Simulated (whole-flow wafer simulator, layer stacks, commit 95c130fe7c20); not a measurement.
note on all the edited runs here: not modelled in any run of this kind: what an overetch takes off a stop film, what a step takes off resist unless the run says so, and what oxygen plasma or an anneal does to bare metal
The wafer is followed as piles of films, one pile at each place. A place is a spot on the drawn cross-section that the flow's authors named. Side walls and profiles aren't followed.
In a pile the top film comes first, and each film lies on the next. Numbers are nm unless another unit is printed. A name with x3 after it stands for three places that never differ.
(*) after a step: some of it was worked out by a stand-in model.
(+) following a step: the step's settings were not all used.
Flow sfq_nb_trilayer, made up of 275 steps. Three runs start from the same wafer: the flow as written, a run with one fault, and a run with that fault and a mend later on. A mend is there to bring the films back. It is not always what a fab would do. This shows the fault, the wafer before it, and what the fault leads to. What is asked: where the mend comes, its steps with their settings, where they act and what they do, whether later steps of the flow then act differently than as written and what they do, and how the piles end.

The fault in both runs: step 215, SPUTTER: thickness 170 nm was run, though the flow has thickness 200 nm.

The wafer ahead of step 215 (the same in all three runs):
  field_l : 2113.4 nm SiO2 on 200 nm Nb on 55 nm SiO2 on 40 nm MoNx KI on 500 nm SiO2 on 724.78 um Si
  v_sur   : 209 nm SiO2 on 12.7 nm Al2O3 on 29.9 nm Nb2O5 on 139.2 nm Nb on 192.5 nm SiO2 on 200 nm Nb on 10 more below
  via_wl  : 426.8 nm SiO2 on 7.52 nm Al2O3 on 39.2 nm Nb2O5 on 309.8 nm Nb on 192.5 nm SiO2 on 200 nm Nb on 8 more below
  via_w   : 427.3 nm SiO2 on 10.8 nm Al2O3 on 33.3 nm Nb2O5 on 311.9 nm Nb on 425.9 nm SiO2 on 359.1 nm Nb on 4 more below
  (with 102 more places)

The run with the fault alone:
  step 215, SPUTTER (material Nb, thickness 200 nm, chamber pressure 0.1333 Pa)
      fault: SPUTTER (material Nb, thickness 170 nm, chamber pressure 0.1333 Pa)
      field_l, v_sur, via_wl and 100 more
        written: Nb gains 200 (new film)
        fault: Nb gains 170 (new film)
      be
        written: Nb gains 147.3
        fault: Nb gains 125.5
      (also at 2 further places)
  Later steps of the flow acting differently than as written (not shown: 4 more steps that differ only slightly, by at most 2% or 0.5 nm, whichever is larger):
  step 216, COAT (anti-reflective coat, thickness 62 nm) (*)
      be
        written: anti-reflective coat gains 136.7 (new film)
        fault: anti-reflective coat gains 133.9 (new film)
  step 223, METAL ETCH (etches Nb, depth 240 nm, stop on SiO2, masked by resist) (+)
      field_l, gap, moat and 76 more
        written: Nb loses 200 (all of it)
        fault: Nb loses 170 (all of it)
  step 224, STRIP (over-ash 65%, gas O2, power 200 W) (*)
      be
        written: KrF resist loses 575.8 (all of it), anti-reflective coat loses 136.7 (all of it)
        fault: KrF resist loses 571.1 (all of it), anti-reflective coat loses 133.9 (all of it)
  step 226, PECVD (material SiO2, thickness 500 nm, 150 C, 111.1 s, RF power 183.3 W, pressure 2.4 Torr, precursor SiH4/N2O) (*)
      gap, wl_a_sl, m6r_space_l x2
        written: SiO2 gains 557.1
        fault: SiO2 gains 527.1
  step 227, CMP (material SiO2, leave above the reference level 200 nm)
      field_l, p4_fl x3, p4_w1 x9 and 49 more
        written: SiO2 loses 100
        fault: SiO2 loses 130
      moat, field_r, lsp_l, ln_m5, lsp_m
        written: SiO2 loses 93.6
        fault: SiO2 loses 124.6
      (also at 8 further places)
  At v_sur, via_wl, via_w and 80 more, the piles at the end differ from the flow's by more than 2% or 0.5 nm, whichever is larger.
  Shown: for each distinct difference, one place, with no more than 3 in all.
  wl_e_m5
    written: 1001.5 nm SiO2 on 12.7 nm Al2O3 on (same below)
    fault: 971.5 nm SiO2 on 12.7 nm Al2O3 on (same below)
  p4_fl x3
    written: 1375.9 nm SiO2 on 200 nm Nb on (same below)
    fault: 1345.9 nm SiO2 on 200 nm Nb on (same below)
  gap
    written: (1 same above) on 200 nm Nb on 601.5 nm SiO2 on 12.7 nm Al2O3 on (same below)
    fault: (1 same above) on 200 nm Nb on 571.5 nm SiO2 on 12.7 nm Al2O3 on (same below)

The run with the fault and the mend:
  After step 215 comes the mend.
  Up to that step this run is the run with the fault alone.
  step 215a, SPUTTER (material Nb, thickness 30 nm, chamber pressure 0.1333 Pa) (the flow's step 215 again, with other settings)
      field_l, v_sur, via_wl and 98 more
        Nb gains 30
      ce_l, ce_r
        Nb gains 28.9
      be
        Nb gains 19
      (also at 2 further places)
  None of the later steps of the flow differs from how it acts as written, at any place that is followed, by more than 2% or 0.5 nm, whichever is larger.
  At the end the piles are close to the flow's at the places that both follow, differing by at most 2% or 0.5 nm, whichever is larger.
